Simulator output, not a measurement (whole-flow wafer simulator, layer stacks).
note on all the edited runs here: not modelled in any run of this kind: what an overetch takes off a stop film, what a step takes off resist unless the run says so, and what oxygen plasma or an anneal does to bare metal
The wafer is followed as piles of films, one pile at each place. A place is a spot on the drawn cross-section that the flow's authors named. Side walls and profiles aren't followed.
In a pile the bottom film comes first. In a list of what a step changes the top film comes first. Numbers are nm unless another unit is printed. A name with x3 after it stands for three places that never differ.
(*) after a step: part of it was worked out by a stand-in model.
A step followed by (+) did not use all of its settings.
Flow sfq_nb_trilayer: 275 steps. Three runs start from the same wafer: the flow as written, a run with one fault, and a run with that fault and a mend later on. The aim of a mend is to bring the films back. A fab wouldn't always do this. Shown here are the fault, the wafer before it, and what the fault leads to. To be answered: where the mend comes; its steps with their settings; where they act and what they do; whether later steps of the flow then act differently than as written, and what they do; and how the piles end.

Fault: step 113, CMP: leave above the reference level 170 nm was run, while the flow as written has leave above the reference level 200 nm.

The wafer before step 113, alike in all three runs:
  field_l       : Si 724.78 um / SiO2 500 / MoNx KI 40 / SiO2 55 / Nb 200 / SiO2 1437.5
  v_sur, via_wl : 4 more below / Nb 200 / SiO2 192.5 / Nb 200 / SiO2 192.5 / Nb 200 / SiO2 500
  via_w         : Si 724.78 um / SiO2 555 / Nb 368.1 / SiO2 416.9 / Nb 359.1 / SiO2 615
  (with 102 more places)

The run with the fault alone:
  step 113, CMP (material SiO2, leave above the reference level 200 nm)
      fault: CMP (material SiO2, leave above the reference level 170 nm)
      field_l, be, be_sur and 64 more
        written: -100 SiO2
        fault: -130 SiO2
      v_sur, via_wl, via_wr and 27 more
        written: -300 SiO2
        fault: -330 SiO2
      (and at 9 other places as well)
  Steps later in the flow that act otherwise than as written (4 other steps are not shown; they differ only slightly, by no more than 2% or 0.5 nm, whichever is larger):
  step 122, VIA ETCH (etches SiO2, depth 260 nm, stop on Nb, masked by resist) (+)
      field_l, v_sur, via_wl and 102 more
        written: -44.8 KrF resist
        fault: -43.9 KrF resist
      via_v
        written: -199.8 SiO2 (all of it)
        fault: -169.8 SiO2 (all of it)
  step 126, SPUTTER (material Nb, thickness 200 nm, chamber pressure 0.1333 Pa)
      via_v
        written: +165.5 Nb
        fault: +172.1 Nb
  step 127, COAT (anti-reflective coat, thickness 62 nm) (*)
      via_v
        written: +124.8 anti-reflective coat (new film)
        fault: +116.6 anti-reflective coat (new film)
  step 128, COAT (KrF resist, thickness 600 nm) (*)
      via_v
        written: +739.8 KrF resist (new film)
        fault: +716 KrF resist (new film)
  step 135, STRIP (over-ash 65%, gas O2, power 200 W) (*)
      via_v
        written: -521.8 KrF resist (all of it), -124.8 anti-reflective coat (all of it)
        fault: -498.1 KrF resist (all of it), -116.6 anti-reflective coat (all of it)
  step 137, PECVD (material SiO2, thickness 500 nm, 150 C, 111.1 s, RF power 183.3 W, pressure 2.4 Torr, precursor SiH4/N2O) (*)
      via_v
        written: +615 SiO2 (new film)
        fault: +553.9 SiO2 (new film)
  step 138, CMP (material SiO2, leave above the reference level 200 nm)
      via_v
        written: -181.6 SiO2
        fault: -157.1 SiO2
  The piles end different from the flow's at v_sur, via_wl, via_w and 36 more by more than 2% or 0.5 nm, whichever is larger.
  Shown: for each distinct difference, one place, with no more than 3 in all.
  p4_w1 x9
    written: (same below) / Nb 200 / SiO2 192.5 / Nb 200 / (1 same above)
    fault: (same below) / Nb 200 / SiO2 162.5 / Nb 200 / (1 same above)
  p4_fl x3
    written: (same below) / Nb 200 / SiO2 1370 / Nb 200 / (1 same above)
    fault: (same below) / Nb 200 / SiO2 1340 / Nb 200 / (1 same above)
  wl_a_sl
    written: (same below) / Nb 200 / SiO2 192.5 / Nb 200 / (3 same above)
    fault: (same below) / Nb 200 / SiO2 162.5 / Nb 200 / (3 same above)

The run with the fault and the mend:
  After step 114 comes the mend.
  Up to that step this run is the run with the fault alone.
  step 114a, PECVD (material SiO2, thickness 30 nm, 150 C, 6.667 s, RF power 183.3 W, pressure 2.4 Torr, precursor SiH4/N2O) (the flow's step 112, run once more with other settings)
      field_l, v_sur, via_wl and 103 more
        +30 SiO2
  Later steps of the flow that are run all act as written at every place that is followed, up to a difference of at most 2% or 0.5 nm, whichever is larger.
  The piles end the same as the flow's at every place that both follow.
